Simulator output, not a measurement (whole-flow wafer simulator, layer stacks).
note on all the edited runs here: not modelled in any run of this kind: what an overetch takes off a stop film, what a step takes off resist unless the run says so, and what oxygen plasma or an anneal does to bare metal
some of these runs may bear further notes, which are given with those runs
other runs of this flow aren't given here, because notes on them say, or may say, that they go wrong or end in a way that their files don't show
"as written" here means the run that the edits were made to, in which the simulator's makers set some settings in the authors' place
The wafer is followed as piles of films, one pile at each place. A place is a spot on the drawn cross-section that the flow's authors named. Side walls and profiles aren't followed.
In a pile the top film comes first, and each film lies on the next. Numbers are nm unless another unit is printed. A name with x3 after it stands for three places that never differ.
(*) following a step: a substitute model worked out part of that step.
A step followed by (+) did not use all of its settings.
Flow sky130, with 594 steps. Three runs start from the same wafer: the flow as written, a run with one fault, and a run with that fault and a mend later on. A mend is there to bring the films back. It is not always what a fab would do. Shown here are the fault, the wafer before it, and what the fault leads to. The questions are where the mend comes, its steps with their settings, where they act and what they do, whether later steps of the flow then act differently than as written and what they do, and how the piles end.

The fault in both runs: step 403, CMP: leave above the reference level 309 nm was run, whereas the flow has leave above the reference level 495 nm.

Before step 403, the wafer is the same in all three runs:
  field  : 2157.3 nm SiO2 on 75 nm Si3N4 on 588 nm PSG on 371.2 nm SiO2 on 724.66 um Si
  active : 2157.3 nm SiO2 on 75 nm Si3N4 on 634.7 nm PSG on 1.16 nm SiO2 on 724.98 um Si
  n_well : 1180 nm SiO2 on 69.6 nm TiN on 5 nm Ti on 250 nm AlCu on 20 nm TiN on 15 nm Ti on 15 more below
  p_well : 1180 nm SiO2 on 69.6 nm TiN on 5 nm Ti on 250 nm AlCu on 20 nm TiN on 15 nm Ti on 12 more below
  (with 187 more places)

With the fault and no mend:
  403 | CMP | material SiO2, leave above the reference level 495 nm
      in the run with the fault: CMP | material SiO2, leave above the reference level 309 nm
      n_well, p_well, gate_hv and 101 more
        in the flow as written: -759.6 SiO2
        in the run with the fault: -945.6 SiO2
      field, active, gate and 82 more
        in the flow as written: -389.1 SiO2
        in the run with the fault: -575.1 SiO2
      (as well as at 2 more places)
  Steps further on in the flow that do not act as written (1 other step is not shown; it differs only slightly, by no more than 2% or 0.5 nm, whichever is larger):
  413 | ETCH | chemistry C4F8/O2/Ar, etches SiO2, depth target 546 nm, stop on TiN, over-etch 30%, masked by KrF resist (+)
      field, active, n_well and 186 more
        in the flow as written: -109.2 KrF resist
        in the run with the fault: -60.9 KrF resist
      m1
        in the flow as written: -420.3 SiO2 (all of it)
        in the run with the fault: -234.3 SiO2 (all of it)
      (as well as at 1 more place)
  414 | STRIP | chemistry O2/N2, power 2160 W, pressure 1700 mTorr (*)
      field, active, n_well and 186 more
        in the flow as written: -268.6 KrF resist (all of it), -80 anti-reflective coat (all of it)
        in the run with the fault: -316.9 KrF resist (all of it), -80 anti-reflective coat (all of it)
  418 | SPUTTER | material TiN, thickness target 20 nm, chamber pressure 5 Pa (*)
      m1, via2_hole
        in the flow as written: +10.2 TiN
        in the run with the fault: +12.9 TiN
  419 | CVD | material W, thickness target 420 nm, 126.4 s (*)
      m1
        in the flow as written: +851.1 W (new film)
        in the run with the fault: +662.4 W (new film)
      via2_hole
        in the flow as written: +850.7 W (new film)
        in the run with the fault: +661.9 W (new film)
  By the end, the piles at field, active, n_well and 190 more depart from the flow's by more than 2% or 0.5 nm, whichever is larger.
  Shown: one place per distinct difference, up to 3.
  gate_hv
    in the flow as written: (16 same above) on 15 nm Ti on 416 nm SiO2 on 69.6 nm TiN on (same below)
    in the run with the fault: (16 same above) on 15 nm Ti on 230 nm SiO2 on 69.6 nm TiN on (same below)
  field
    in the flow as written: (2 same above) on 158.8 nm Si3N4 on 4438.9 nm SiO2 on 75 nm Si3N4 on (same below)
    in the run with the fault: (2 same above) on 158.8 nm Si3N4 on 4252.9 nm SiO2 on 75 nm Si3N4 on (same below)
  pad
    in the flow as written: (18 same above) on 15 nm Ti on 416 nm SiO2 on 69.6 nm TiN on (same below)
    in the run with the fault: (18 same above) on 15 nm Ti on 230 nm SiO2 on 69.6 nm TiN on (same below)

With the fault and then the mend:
  After step 403 comes the mend.
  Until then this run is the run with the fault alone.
  403a | HDPCVD | thickness target 186 nm (*) (the flow's step 402, run once more with other settings)
      field, active, n_well and 188 more
        +186 SiO2
  Later steps of the flow that are run all act as written at every place that is followed, up to a difference of at most 2% or 0.5 nm, whichever is larger.
  By the end, the piles equal the flow's at every place that both follow.
